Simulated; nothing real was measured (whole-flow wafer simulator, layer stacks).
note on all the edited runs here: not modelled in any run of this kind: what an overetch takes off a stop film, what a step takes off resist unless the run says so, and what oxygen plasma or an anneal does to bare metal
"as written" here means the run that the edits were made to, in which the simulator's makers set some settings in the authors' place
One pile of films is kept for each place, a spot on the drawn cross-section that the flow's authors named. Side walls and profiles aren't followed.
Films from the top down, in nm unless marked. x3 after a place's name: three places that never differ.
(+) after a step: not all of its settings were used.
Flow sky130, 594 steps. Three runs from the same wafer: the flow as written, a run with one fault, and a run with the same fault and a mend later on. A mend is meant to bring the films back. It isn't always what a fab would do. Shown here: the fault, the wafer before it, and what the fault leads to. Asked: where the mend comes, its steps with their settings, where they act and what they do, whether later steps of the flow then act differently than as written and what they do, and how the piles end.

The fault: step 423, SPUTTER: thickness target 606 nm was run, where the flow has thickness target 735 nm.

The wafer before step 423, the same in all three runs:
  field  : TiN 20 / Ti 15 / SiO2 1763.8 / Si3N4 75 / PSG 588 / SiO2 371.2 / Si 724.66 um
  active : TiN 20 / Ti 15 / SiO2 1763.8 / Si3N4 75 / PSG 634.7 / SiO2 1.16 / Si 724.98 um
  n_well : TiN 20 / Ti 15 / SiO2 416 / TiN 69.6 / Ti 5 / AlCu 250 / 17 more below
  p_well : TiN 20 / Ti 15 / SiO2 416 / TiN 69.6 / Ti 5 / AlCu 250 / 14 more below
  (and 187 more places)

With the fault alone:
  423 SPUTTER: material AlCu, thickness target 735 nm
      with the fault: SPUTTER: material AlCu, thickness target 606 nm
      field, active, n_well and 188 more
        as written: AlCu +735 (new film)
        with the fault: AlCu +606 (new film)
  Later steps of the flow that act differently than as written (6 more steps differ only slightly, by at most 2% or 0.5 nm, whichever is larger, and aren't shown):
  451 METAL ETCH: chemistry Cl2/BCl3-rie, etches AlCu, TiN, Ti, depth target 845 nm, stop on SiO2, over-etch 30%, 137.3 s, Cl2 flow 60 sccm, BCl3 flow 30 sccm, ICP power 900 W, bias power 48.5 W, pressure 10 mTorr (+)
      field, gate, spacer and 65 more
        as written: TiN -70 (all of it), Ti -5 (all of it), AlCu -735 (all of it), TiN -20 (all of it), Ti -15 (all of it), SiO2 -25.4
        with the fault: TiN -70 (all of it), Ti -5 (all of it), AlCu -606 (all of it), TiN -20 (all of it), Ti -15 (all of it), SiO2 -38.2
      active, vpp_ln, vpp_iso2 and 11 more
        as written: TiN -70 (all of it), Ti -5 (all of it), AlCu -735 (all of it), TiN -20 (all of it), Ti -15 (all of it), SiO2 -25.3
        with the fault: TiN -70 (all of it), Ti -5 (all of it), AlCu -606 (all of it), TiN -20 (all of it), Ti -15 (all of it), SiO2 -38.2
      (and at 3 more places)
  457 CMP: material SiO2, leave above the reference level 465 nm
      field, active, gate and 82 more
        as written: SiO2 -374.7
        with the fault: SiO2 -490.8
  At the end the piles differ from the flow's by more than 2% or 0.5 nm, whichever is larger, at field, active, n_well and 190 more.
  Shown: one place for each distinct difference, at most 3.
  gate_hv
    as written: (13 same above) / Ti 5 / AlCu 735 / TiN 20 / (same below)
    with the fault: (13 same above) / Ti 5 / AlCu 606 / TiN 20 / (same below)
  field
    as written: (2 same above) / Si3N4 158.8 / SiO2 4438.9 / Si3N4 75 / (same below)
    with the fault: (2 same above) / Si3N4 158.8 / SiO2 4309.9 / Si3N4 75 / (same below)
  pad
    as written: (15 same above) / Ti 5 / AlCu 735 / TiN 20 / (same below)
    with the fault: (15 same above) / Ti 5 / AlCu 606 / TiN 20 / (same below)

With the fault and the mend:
  The mend comes after step 423.
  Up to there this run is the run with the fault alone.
  423a SPUTTER: material AlCu, thickness target 129 nm (the flow's step 423 once more, with other settings)
      field, active, n_well and 188 more
        AlCu +129
  No later step of the flow acts differently than as written at any place that is followed.
  At the end the piles are the same as the flow's at every place that both follow.
